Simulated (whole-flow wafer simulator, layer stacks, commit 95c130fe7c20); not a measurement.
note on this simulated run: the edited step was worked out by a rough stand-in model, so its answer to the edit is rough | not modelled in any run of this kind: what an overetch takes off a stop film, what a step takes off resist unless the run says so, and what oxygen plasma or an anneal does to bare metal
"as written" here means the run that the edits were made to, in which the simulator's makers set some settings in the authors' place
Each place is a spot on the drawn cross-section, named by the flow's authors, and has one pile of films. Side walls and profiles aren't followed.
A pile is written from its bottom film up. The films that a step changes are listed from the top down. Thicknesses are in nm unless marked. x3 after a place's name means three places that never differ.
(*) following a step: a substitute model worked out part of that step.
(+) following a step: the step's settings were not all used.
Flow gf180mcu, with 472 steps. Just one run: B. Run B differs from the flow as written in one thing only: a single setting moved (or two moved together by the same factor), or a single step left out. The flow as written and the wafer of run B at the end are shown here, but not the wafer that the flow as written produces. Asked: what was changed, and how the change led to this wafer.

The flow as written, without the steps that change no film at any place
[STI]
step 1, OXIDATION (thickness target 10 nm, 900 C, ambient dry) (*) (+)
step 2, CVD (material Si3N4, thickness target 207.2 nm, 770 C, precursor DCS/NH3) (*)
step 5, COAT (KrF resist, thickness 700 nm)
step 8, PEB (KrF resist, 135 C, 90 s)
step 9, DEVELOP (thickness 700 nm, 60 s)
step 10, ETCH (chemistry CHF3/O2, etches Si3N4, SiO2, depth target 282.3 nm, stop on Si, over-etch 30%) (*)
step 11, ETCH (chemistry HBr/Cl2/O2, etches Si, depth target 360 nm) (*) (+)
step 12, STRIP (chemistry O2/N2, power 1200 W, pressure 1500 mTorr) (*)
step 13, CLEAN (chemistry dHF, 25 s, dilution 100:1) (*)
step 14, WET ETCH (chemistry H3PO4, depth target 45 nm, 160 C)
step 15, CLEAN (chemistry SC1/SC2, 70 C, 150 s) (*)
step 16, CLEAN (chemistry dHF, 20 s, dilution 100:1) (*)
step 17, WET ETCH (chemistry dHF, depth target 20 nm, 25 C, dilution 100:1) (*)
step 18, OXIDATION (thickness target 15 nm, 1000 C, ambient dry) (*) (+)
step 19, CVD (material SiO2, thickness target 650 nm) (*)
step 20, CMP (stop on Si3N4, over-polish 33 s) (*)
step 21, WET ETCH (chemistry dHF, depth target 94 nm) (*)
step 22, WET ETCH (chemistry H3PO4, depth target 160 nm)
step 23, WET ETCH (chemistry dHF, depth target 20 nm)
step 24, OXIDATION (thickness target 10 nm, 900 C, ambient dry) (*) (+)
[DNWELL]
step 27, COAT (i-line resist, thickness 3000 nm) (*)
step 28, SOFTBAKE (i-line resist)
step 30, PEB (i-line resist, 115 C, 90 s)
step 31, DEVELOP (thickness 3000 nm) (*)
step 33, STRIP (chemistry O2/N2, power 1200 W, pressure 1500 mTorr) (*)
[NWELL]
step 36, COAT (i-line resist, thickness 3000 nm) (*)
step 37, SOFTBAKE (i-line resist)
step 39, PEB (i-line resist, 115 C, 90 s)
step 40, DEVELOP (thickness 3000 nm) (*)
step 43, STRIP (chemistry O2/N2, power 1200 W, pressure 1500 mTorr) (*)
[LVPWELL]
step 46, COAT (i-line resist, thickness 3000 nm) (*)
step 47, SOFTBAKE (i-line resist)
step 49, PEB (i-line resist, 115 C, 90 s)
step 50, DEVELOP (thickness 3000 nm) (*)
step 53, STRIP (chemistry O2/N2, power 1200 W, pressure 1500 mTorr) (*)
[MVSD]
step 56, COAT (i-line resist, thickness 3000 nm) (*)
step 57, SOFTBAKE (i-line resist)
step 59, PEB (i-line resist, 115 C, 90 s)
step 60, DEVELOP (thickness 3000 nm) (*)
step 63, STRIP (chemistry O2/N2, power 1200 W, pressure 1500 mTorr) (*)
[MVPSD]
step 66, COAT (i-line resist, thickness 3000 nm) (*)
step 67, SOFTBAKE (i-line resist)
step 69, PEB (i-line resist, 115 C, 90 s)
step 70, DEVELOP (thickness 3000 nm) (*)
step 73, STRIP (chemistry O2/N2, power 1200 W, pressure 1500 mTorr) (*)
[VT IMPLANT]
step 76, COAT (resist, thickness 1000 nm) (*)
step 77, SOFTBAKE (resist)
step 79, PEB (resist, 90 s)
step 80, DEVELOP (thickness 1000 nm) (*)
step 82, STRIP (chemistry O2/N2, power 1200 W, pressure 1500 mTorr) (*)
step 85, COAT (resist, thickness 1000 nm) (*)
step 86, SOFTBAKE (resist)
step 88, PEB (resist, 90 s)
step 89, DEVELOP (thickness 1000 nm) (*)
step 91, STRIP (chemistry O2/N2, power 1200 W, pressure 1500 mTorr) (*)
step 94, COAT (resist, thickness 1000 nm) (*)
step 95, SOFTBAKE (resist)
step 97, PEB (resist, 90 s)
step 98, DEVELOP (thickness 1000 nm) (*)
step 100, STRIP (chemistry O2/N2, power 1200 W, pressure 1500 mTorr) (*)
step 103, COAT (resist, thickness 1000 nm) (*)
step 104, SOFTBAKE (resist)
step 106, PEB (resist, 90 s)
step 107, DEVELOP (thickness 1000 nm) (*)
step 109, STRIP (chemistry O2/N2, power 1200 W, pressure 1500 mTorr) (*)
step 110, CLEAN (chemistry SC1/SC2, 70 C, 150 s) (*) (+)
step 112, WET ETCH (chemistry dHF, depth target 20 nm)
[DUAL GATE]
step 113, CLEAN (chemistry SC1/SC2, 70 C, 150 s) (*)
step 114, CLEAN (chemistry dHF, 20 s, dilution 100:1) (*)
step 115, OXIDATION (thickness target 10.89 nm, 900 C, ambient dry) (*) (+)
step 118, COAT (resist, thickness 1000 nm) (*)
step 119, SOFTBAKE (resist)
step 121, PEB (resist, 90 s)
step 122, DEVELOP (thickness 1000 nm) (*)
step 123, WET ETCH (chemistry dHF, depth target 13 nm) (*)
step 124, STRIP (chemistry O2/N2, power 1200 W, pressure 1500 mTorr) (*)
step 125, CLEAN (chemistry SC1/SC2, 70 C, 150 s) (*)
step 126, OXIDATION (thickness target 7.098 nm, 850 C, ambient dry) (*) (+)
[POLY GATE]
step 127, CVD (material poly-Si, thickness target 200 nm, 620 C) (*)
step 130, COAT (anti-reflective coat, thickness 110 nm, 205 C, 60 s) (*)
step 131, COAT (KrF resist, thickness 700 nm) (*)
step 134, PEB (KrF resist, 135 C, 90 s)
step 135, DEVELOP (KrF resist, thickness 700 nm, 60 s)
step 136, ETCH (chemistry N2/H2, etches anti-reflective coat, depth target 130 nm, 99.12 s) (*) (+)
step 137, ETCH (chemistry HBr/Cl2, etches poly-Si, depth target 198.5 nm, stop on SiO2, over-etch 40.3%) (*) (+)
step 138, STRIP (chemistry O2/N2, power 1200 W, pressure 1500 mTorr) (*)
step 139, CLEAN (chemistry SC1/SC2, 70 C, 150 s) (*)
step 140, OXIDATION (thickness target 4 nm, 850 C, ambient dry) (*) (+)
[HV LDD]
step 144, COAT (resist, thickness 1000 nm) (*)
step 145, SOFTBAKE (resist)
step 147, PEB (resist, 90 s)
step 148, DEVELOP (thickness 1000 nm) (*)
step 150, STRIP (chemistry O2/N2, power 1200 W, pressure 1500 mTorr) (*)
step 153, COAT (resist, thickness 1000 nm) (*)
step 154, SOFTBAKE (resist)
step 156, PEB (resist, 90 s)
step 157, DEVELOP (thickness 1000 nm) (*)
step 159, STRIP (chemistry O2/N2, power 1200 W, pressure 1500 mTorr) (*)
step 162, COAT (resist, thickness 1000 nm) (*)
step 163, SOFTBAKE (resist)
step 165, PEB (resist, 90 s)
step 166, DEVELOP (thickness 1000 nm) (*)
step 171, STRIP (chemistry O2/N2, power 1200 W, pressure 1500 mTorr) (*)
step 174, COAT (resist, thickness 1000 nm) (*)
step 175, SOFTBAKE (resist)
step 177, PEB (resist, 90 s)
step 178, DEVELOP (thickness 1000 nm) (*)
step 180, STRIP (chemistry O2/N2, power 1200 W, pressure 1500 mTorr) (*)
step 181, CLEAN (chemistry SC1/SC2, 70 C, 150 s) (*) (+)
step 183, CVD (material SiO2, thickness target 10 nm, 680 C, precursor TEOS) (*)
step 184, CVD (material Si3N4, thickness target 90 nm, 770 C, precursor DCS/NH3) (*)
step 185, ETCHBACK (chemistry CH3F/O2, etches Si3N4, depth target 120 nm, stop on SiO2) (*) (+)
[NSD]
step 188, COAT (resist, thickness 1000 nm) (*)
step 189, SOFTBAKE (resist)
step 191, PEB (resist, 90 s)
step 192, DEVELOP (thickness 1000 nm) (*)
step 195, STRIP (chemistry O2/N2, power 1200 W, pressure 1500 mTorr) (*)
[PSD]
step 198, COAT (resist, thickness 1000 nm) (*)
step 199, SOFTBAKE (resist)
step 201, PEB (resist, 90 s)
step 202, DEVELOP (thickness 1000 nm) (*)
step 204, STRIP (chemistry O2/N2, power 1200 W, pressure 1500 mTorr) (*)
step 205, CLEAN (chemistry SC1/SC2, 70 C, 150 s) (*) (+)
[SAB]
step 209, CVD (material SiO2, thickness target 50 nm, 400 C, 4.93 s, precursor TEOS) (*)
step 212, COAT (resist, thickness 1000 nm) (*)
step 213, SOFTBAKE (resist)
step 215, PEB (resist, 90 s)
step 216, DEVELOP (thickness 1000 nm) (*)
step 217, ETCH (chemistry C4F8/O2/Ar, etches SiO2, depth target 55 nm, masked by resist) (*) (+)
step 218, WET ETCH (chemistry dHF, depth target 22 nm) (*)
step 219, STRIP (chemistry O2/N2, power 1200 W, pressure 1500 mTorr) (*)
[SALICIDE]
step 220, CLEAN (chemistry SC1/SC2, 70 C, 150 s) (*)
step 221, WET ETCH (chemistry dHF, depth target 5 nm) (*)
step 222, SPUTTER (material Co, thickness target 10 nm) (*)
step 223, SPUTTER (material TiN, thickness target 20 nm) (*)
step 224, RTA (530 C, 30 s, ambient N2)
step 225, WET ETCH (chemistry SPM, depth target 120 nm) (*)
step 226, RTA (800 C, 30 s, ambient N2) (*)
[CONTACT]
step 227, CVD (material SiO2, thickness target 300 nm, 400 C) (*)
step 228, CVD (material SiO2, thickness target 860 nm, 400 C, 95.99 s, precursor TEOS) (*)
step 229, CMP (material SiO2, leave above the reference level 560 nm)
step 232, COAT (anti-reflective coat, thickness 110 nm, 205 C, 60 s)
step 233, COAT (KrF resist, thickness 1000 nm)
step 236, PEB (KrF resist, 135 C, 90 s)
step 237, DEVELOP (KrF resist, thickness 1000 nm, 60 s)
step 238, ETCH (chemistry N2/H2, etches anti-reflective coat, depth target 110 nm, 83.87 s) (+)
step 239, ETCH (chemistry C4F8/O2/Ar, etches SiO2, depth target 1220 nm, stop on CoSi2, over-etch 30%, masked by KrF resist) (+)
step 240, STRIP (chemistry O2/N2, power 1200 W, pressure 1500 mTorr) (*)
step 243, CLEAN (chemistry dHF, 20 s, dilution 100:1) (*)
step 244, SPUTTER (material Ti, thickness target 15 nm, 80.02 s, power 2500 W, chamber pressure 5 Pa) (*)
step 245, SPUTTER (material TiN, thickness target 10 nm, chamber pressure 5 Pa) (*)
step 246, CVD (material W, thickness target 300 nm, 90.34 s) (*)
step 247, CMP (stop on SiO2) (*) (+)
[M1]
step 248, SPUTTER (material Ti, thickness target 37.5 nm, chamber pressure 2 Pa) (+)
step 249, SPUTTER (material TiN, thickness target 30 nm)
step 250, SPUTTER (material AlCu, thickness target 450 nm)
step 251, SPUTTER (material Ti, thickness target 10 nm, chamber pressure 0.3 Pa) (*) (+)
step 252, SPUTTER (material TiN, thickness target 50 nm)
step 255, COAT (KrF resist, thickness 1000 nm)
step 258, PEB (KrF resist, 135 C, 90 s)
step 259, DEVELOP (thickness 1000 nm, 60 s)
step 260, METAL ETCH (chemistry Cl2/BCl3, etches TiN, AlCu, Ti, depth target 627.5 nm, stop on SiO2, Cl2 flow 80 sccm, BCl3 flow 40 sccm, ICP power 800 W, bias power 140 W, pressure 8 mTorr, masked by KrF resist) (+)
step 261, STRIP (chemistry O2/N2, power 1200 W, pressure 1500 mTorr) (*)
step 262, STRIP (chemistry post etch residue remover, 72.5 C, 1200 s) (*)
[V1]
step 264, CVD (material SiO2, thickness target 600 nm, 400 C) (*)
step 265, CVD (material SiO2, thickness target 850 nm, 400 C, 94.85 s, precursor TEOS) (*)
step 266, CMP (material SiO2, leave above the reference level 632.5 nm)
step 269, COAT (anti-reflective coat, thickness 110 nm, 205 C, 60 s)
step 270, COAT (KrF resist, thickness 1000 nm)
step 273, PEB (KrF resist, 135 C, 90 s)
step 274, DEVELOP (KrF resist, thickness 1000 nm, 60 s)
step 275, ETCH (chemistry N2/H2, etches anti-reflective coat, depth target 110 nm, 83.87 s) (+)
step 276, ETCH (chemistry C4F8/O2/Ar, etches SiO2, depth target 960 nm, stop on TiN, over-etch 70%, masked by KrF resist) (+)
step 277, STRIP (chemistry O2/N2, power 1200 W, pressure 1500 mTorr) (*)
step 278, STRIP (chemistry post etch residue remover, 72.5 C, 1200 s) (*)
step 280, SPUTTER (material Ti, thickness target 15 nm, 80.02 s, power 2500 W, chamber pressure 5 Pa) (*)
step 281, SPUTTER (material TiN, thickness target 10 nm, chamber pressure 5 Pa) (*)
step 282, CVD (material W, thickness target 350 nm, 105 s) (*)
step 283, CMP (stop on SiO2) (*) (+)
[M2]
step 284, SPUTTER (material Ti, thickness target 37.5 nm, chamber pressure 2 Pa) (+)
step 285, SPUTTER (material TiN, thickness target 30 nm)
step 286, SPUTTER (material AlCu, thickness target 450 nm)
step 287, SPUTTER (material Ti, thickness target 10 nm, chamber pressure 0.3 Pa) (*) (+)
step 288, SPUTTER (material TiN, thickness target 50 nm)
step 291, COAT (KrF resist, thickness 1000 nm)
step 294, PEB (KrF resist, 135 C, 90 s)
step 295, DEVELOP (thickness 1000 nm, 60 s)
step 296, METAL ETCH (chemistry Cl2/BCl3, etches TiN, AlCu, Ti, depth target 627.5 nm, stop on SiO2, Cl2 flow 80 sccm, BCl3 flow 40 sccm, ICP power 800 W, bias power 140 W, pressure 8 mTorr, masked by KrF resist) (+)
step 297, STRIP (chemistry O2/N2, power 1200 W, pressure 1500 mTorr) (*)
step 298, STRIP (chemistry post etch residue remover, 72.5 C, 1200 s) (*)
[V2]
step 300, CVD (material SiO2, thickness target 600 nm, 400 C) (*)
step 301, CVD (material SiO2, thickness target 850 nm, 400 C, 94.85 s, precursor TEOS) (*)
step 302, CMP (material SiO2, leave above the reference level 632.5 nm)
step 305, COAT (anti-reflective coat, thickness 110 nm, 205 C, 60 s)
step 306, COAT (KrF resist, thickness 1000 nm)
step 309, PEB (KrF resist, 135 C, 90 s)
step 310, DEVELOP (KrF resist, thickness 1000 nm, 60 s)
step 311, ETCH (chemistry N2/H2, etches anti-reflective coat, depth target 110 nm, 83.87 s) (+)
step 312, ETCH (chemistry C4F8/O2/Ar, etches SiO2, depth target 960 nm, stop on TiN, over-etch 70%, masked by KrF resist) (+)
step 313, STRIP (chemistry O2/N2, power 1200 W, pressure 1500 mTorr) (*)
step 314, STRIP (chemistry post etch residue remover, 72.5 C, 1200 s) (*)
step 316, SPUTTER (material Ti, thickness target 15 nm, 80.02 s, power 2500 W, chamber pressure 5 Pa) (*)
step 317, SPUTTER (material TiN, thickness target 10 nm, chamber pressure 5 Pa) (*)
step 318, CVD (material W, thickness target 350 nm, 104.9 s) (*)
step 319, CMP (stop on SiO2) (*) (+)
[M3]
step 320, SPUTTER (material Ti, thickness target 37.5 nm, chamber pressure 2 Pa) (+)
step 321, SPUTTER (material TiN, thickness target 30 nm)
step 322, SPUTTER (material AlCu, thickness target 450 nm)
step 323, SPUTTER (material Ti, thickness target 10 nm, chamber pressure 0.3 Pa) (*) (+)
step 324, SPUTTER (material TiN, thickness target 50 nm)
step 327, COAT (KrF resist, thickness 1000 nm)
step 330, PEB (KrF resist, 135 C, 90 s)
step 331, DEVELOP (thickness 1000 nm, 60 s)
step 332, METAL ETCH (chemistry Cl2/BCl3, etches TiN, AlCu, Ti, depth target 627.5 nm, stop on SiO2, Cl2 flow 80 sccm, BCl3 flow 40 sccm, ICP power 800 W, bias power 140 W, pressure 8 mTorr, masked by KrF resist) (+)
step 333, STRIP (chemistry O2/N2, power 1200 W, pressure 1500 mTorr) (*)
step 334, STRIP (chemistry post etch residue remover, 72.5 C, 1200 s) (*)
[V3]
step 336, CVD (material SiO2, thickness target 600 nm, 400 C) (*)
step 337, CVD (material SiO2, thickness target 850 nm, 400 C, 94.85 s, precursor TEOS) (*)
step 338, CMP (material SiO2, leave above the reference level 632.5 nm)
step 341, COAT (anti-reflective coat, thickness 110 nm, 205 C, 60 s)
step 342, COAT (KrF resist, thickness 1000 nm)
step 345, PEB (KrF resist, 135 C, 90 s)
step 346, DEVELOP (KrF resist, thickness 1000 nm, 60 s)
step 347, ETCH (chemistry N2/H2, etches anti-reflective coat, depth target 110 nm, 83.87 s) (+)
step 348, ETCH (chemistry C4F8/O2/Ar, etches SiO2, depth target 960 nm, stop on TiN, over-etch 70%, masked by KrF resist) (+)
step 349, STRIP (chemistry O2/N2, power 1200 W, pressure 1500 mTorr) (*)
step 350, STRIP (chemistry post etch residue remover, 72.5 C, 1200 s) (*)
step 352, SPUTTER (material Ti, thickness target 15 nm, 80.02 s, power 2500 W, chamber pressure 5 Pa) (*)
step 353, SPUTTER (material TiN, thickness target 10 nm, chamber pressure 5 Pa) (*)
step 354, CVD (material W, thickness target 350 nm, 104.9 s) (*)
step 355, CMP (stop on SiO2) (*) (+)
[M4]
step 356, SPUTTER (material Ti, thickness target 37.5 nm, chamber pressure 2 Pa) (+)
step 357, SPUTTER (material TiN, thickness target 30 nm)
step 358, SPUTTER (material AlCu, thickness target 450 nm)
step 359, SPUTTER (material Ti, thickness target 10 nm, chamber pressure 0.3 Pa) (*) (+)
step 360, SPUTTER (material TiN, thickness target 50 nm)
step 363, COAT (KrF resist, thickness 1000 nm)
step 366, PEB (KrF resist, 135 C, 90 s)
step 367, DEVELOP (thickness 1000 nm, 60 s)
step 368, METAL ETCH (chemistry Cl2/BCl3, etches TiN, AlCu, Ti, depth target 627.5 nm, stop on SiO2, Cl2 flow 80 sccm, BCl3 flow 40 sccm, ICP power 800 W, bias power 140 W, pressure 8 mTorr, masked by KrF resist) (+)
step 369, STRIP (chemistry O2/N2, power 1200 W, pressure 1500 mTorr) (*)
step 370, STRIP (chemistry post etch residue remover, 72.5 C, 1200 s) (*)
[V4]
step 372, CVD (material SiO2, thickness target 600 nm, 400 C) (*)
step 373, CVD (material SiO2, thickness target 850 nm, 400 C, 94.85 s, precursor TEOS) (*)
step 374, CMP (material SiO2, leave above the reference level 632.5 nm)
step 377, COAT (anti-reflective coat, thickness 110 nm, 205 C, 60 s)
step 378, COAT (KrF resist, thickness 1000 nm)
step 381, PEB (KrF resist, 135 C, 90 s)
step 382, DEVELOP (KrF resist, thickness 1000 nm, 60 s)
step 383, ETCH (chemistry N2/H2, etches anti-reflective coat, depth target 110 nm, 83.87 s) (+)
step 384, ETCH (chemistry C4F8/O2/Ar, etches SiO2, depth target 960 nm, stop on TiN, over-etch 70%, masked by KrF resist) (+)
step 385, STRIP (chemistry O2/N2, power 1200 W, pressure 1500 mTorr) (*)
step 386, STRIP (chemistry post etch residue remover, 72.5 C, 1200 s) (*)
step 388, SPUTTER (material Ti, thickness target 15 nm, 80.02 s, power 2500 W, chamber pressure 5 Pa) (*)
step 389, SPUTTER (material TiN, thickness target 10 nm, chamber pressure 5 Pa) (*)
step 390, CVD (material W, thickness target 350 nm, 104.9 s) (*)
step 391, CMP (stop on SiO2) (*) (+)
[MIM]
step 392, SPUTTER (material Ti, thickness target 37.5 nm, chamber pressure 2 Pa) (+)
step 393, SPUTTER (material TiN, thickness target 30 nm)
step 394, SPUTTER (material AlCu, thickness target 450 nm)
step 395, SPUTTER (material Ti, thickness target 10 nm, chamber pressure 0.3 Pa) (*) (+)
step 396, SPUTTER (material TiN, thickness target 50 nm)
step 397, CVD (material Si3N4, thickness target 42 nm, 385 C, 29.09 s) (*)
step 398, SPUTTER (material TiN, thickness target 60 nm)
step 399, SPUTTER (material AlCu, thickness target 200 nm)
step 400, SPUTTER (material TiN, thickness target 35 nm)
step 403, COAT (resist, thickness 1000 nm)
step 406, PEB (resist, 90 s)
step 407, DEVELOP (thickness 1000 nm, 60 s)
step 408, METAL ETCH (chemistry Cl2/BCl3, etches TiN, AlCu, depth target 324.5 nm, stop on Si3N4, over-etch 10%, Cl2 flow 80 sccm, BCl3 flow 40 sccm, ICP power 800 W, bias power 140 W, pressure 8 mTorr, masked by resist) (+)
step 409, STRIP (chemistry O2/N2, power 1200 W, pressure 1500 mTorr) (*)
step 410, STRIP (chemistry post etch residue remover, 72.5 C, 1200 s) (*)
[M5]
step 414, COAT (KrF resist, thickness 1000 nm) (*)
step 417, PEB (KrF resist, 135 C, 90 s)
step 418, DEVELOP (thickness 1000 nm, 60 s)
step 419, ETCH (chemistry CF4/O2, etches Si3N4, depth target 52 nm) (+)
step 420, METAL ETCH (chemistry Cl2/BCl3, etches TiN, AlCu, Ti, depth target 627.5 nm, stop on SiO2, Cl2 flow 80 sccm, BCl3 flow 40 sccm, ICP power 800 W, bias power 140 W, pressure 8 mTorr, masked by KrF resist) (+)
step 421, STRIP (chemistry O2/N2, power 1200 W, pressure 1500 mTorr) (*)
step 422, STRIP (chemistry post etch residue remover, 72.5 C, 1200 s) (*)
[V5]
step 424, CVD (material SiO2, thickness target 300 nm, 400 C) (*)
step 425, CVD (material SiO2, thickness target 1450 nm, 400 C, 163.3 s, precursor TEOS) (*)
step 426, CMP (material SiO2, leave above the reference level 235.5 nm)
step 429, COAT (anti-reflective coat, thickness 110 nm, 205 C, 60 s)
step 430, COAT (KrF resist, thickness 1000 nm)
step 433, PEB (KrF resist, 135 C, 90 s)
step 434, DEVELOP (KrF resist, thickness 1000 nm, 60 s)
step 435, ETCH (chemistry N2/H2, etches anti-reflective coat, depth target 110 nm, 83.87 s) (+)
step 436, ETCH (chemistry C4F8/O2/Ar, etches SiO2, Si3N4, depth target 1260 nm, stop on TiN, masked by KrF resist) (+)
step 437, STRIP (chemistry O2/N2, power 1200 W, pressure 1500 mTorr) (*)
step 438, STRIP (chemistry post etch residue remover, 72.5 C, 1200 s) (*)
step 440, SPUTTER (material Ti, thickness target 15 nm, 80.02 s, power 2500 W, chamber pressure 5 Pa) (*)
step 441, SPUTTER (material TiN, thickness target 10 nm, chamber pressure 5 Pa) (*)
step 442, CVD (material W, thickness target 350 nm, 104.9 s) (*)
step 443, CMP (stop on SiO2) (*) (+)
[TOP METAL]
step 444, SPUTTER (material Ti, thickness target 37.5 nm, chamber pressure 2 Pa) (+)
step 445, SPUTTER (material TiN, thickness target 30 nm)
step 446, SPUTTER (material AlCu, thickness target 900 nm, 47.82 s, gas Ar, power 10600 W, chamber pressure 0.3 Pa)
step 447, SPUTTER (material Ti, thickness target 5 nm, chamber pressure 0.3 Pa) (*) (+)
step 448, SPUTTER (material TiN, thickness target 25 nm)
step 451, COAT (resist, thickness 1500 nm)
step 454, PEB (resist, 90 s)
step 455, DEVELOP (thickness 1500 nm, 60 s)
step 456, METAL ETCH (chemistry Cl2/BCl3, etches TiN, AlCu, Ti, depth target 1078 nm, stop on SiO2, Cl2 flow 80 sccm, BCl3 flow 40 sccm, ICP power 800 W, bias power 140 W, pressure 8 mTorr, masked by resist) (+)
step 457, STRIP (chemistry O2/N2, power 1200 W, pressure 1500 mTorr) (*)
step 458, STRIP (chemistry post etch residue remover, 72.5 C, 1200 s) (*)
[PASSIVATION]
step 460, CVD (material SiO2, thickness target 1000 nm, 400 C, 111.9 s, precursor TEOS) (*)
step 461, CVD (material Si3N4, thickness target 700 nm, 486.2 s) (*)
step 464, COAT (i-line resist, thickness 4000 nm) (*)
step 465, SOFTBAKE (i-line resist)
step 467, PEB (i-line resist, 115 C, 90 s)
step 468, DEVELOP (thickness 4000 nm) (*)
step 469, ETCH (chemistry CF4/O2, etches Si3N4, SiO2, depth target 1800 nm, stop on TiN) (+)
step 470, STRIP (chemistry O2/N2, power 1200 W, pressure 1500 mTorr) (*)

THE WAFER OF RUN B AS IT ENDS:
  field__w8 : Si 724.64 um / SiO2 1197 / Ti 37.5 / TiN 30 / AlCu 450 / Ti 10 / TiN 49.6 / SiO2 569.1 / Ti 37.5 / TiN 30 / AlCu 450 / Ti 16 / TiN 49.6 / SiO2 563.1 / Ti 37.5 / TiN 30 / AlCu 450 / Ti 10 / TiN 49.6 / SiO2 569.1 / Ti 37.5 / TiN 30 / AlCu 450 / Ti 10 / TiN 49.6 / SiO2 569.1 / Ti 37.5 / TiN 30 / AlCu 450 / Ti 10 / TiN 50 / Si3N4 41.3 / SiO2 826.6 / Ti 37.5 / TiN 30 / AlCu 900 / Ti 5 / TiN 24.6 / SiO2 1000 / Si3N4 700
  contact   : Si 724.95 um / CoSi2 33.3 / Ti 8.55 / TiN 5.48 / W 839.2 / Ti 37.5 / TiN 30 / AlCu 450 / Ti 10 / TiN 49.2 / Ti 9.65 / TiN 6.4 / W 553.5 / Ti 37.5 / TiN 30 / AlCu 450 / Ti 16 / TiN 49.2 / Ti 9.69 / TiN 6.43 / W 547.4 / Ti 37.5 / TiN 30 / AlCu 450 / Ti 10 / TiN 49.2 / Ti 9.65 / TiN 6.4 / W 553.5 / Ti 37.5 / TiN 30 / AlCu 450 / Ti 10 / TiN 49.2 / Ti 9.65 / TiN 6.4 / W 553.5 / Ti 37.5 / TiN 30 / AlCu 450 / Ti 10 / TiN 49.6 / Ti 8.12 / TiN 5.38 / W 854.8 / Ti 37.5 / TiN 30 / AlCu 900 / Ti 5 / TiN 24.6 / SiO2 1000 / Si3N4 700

Cause: step 287, SPUTTER: thickness target 16 nm was run, though the flow has thickness target 10 nm.
One can read it off the wafer: field__w8 has Ti 16, and step 287 as written asks for 10 nm.

How this came from the change, step by step:
  step 287, SPUTTER (material Ti, thickness target 10 nm, chamber pressure 0.3 Pa) (*) (+)
      field, field__w1, field__w2 and 108 more: +16 Ti (new film) (it would be, as written: +10 Ti (new film))
  step 296, METAL ETCH (chemistry Cl2/BCl3, etches TiN, AlCu, Ti, depth target 627.5 nm, stop on SiO2, Cl2 flow 80 sccm, BCl3 flow 40 sccm, ICP power 800 W, bias power 140 W, pressure 8 mTorr, masked by KrF resist) (+)
      field, field__w1, field__w2 and 103 more: -50 TiN (all of it), -16 Ti (all of it), -450 AlCu (all of it), -30 TiN (all of it), -37.5 Ti (all of it) (it would be, as written: -50 TiN (all of it), -10 Ti (all of it), -450 AlCu (all of it), -30 TiN (all of it), -37.5 Ti (all of it))
